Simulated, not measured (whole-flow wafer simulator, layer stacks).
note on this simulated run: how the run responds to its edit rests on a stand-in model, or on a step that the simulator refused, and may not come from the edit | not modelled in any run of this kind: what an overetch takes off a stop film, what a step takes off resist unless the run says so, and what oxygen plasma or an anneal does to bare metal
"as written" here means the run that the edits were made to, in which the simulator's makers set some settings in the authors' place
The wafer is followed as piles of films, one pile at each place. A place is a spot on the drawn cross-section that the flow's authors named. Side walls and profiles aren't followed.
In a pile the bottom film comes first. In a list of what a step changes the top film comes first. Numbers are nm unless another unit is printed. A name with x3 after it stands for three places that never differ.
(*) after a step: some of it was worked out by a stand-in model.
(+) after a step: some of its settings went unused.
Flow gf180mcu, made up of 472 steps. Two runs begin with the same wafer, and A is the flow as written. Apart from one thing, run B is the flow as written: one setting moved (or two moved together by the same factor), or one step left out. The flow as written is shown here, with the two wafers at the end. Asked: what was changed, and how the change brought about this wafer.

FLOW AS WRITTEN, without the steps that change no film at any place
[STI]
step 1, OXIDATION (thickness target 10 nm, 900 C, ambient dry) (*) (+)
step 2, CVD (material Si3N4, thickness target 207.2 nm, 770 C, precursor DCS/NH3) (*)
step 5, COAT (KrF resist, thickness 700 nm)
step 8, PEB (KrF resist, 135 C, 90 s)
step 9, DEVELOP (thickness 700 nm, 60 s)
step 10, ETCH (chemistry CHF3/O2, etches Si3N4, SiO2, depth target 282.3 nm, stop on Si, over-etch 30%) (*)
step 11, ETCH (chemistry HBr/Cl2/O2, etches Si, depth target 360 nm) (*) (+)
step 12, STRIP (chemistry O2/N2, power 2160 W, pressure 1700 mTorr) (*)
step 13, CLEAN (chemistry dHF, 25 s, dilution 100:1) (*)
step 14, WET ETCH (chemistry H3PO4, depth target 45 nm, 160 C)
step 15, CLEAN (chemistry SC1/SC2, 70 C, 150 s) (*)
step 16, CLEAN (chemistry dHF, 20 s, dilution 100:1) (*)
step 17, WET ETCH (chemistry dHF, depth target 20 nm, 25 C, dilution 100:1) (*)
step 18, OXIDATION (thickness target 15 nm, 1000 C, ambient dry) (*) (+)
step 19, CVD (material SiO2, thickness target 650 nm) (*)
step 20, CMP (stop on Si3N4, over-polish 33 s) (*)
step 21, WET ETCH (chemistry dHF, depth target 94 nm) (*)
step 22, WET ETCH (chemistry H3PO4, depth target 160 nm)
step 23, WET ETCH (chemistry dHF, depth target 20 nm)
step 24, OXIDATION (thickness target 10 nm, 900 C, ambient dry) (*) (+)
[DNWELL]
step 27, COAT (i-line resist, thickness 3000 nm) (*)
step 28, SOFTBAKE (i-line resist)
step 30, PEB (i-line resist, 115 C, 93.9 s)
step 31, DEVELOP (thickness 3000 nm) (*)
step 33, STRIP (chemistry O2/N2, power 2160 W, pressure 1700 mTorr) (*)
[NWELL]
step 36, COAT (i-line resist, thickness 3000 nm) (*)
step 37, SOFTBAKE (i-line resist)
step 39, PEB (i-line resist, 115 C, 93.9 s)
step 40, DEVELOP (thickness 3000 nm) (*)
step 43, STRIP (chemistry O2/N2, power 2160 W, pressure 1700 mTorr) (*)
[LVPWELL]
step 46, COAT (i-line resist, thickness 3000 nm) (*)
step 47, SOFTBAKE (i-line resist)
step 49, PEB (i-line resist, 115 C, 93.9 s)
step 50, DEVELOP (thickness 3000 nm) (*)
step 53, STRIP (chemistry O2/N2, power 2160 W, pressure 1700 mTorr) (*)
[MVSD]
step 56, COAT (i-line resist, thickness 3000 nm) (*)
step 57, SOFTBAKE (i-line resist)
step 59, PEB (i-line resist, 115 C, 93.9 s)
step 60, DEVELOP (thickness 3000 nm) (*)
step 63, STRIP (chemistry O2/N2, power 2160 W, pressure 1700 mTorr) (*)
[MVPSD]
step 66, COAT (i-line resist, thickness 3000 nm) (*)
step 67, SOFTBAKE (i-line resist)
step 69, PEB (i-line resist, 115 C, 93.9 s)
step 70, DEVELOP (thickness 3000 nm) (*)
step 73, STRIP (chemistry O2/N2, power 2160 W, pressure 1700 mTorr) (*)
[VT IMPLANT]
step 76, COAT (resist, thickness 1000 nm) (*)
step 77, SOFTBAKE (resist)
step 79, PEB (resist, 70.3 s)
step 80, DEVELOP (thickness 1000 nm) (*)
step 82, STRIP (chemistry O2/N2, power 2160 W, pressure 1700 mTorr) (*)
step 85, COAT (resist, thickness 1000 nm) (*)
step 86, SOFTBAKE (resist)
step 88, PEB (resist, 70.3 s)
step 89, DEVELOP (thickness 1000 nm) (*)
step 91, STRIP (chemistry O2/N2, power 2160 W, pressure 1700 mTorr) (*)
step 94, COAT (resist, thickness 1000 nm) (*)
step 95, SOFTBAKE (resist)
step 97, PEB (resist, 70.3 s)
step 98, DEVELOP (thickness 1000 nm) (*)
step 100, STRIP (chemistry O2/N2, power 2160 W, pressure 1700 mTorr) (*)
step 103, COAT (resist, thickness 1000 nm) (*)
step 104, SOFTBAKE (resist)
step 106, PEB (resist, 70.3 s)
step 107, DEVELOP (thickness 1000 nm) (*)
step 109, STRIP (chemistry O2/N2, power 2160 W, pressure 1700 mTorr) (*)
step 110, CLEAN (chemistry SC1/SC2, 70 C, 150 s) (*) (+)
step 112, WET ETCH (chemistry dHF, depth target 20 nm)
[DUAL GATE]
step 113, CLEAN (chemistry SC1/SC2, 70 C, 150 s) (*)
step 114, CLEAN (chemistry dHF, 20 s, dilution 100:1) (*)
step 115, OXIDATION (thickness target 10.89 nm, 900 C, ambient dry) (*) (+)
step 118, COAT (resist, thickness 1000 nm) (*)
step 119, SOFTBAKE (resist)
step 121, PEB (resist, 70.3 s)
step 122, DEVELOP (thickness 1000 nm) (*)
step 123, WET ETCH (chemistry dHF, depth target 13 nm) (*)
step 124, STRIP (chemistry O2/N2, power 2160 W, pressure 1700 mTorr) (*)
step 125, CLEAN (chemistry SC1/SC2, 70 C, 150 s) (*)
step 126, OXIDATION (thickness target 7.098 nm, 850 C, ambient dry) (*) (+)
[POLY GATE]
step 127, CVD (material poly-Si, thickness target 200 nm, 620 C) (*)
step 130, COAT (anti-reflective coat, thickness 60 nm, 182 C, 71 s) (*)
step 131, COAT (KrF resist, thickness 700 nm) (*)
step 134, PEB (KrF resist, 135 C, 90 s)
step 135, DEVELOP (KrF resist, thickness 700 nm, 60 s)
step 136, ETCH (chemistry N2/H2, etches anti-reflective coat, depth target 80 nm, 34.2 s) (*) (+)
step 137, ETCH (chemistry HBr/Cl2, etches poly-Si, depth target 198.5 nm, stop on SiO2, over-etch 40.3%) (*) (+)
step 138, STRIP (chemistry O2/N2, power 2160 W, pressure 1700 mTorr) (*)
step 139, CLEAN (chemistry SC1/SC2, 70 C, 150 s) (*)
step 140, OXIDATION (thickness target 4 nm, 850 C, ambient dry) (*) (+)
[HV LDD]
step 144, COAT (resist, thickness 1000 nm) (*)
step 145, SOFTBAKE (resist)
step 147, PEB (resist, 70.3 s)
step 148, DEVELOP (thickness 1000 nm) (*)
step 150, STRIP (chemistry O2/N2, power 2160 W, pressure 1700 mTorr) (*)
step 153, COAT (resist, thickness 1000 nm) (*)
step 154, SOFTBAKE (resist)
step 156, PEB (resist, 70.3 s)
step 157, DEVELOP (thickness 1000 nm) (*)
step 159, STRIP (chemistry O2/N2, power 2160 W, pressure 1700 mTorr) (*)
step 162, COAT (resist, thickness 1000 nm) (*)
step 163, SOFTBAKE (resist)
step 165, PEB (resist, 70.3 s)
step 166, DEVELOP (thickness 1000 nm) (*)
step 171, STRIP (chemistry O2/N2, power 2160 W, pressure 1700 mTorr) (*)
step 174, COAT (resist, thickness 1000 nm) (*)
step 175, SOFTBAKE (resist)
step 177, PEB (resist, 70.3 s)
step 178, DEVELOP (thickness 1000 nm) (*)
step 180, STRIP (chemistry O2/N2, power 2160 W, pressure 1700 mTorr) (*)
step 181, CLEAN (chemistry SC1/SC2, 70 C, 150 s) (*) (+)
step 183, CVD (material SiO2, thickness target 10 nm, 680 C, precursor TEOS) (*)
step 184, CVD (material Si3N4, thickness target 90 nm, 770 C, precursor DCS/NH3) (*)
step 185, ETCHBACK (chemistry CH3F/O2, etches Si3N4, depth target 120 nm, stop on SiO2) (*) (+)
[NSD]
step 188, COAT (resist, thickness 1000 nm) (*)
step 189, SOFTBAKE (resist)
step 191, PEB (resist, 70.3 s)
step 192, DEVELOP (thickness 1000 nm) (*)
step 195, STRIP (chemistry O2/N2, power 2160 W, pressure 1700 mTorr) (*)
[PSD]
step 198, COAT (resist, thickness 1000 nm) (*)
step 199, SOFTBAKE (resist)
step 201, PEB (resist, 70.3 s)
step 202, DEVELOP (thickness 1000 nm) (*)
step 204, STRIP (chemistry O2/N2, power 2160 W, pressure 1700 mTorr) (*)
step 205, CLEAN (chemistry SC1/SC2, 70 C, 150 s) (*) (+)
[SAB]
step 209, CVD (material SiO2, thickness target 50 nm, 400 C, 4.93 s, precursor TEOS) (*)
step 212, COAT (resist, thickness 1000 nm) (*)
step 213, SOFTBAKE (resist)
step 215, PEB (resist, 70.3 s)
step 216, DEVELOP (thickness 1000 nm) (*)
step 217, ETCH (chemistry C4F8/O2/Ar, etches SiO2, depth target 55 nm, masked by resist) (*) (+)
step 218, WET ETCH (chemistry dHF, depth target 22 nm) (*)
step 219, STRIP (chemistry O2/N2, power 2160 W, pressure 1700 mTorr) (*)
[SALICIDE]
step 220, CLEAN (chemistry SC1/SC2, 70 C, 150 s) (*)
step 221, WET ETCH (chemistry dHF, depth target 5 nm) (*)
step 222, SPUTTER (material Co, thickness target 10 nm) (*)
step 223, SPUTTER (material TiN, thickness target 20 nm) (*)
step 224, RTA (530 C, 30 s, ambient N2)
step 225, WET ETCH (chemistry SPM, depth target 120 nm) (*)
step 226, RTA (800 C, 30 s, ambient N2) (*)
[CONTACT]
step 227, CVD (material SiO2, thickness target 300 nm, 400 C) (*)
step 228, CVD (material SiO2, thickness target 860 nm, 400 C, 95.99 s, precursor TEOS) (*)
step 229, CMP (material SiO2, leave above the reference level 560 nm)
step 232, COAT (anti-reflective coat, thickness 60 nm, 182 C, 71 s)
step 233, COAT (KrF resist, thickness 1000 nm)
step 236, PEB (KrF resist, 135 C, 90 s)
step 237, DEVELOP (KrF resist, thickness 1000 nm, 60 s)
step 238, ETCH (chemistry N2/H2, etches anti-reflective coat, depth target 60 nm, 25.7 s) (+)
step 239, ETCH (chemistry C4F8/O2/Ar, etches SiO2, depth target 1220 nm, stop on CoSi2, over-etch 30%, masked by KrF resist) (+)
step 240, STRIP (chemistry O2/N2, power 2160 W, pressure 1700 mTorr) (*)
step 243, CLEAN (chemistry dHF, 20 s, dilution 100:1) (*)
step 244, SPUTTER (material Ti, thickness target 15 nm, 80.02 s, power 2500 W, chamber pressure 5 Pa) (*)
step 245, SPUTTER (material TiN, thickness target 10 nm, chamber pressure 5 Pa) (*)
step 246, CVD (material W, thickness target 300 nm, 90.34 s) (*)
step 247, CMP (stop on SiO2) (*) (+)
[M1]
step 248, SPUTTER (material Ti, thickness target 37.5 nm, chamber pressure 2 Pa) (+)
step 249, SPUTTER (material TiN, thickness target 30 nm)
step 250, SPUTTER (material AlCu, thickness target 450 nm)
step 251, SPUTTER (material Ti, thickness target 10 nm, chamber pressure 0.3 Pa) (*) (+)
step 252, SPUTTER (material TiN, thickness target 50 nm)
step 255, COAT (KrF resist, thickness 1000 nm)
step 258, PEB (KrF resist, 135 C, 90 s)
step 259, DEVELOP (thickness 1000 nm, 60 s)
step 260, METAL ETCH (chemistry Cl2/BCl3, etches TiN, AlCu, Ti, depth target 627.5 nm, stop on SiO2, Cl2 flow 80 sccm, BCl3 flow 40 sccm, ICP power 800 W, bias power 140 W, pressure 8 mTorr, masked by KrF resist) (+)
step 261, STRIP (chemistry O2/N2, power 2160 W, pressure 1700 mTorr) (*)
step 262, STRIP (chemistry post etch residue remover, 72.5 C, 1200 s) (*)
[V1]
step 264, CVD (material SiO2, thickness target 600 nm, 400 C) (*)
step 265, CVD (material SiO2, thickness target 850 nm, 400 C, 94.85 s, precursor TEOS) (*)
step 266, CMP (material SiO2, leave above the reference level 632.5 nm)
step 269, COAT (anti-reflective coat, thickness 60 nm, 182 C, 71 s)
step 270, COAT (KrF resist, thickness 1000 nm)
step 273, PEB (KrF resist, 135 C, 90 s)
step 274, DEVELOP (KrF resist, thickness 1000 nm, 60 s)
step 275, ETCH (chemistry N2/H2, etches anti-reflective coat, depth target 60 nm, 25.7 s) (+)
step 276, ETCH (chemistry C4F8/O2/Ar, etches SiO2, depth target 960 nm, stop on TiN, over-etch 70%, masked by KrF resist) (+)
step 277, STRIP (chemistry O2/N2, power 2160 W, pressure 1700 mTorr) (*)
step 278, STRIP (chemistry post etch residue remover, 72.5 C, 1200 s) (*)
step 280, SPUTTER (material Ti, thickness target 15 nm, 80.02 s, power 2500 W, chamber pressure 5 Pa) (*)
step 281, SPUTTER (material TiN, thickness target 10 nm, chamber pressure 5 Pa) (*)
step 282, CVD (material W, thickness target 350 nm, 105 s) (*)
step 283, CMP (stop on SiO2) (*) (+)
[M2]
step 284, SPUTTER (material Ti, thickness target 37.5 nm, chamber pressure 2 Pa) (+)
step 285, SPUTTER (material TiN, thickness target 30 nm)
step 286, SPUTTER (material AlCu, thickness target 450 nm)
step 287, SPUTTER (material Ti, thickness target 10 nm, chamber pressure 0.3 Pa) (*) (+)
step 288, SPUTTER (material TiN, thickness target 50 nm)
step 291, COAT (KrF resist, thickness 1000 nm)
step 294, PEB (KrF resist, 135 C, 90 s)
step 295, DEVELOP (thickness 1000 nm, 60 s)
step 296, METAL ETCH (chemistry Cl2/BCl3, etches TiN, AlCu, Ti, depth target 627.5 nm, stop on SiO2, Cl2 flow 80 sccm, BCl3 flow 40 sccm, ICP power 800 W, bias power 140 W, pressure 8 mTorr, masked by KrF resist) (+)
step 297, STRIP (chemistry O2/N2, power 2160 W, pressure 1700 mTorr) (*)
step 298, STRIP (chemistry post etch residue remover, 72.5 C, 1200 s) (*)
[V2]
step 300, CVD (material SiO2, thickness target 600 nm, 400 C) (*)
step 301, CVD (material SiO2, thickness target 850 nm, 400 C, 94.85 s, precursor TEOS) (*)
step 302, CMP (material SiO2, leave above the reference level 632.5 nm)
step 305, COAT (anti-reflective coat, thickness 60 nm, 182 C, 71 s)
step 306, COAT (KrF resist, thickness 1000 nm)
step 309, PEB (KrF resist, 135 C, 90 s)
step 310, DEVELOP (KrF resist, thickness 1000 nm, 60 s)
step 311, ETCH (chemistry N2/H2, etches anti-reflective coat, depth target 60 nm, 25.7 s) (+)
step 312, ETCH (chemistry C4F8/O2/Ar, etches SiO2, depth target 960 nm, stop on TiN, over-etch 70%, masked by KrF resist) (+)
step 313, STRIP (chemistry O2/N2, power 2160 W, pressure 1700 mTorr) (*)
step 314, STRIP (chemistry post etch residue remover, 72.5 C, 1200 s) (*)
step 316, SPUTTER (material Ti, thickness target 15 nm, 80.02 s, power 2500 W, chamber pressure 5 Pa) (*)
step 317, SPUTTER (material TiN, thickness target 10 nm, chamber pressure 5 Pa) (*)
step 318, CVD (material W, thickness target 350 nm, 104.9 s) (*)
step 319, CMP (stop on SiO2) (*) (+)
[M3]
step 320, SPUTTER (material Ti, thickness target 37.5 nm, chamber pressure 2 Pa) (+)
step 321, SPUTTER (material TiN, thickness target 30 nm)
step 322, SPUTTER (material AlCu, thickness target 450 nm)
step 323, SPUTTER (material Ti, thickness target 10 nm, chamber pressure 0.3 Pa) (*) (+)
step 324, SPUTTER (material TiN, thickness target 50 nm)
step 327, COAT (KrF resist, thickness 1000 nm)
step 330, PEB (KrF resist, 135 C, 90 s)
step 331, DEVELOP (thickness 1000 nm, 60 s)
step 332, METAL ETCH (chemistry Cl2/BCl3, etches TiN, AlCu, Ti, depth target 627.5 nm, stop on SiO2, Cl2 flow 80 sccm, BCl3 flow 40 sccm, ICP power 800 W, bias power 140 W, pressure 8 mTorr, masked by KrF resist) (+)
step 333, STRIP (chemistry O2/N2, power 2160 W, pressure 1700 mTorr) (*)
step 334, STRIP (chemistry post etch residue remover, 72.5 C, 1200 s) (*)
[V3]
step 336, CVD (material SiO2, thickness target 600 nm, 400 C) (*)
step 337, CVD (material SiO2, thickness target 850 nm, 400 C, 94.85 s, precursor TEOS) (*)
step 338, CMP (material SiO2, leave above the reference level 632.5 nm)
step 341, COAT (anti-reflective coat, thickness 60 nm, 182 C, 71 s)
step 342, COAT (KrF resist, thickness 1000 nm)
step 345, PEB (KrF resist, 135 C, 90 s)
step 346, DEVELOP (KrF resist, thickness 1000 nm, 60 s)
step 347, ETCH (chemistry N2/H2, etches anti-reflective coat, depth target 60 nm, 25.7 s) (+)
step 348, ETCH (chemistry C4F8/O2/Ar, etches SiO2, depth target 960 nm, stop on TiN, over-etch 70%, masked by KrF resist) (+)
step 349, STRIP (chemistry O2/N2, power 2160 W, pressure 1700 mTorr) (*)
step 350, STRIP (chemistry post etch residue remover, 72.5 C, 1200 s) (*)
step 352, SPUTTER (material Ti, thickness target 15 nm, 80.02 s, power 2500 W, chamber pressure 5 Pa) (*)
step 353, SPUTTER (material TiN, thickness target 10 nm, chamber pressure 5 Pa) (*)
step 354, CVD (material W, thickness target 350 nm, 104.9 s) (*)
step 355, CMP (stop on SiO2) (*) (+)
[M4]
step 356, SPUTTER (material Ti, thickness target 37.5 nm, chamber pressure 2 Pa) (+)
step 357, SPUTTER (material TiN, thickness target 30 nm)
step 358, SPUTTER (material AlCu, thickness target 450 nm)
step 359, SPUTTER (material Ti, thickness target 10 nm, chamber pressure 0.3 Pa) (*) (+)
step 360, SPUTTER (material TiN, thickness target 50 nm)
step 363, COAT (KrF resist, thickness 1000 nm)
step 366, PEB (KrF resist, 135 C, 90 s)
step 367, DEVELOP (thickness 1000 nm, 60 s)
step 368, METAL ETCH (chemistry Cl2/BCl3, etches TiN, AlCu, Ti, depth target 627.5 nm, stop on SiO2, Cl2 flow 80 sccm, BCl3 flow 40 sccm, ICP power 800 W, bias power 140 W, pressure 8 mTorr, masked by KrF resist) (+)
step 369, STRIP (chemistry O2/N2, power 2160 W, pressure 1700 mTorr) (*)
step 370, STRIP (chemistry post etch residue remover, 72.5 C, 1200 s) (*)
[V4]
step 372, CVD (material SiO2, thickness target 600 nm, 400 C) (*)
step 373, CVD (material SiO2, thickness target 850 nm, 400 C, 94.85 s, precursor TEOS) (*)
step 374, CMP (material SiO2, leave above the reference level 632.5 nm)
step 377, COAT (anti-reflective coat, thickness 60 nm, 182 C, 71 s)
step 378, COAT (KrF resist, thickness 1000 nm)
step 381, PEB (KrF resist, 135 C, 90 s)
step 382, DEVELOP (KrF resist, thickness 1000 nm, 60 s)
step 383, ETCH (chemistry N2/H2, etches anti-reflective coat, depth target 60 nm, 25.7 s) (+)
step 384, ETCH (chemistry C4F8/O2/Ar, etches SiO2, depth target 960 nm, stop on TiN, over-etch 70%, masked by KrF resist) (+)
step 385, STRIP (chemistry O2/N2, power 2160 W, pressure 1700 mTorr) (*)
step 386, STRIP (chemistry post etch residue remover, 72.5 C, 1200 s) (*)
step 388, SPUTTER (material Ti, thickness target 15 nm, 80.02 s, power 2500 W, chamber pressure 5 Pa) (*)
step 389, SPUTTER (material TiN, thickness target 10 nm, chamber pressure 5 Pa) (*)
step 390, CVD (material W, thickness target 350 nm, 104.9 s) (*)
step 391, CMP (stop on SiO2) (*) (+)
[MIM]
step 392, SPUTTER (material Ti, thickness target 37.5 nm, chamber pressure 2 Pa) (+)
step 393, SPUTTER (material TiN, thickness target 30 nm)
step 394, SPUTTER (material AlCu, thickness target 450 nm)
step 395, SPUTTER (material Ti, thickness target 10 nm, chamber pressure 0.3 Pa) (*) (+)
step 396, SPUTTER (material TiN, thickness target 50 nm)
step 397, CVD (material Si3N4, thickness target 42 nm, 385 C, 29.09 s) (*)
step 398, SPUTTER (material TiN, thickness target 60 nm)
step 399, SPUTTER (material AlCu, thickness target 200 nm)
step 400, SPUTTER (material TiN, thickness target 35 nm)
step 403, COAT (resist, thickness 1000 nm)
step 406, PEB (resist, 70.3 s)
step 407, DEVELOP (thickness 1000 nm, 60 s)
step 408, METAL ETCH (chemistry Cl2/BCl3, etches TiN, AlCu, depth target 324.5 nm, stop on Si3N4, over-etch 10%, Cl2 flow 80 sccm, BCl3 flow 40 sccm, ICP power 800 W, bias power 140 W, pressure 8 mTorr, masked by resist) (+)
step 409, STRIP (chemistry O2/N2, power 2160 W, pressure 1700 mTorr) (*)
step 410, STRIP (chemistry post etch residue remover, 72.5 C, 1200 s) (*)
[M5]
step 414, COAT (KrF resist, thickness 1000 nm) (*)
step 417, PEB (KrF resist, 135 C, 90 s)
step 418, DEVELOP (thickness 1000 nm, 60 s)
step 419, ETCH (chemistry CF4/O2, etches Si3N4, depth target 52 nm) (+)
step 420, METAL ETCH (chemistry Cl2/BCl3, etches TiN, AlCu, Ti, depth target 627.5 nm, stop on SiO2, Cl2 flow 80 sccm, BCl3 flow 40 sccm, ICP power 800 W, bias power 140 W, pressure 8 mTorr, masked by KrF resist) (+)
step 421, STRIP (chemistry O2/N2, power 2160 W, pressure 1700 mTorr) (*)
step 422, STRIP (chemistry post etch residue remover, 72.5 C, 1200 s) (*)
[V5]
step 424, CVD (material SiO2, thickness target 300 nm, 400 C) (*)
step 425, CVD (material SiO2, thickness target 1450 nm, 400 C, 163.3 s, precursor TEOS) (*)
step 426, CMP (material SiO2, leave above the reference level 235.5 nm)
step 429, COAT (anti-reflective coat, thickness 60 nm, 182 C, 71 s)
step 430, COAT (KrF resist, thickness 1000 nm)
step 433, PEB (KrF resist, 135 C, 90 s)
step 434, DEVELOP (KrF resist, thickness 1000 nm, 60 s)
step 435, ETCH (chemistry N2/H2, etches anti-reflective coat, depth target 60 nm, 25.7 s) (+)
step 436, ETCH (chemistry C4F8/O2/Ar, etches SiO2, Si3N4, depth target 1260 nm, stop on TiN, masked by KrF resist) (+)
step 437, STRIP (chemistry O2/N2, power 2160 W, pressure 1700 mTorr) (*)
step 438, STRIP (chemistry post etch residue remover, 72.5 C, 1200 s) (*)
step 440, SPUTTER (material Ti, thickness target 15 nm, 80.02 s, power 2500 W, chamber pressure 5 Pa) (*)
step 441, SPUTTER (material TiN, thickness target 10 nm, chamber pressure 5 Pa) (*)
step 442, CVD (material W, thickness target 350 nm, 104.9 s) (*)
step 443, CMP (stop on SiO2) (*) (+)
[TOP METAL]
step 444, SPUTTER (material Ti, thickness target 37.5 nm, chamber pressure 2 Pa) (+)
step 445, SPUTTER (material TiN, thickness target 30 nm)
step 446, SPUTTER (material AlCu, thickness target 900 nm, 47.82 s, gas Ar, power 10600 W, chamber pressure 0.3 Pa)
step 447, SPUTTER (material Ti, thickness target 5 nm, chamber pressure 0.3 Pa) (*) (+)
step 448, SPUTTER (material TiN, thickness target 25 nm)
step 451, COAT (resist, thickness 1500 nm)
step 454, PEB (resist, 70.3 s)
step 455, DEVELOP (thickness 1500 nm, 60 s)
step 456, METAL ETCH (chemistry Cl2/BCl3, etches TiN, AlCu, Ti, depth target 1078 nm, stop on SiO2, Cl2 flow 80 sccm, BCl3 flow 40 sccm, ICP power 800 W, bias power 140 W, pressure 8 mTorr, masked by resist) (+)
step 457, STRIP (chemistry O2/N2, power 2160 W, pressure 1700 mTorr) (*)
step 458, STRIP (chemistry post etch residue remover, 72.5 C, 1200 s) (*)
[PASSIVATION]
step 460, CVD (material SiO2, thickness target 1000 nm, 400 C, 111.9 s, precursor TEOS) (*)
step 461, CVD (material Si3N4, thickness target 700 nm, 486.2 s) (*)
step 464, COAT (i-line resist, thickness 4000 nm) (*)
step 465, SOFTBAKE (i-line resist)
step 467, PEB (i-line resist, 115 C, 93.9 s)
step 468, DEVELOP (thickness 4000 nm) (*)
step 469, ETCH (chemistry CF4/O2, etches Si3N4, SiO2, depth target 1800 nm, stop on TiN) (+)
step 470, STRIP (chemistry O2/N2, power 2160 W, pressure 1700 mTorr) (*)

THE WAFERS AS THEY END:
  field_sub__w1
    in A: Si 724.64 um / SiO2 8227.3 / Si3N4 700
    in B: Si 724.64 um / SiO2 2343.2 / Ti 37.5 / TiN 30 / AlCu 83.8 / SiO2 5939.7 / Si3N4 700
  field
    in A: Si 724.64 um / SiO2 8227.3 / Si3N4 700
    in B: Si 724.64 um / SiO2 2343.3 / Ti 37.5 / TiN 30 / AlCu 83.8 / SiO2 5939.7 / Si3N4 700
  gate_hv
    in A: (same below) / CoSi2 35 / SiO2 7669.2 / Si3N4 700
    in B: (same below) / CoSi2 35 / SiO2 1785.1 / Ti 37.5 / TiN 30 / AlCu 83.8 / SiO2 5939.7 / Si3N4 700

Cause: step 286, SPUTTER: thickness target 657 nm was run, though the flow has thickness target 450 nm.

The path from the change to this, step by step:
  step 286, SPUTTER (material AlCu, thickness target 450 nm)
      field, field__w1, field__w2 and 108 more: A +450 AlCu (new film) | B +657 AlCu (new film)
  step 296, METAL ETCH (chemistry Cl2/BCl3, etches TiN, AlCu, Ti, depth target 627.5 nm, stop on SiO2, Cl2 flow 80 sccm, BCl3 flow 40 sccm, ICP power 800 W, bias power 140 W, pressure 8 mTorr, masked by KrF resist) (+)
      field, field__w1, field__w2 and 103 more: A -50 TiN (all of it), -10 Ti (all of it), -450 AlCu (all of it), -30 TiN (all of it), -37.5 Ti (all of it) | B -50 TiN (all of it), -10 Ti (all of it), -567.5 AlCu
  step 298, STRIP (chemistry post etch residue remover, 72.5 C, 1200 s) (*)
      field, field__w1, field__w2 and 103 more: A nothing | B -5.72 AlCu
  step 300, CVD (material SiO2, thickness target 600 nm, 400 C) (*)
      field, field__w1, field__w2 and 103 more: A +600 SiO2 | B +600 SiO2 (new film)
  step 302, CMP (material SiO2, leave above the reference level 632.5 nm)
      field, field__w1, field__w2 and 103 more: A -300 SiO2 | B -244.3 SiO2
Taking metal films that touch as one body, field_sub__w1 has 1 body; the flow as written gives 0 bodies.
Taking metal films that touch as one body, field has 1 body; the flow as written gives 0 bodies.
Taking metal films that touch as one body, gate_hv has 2 bodies (between them, from the top down: SiO2 1785.1); the flow as written gives 1 body.
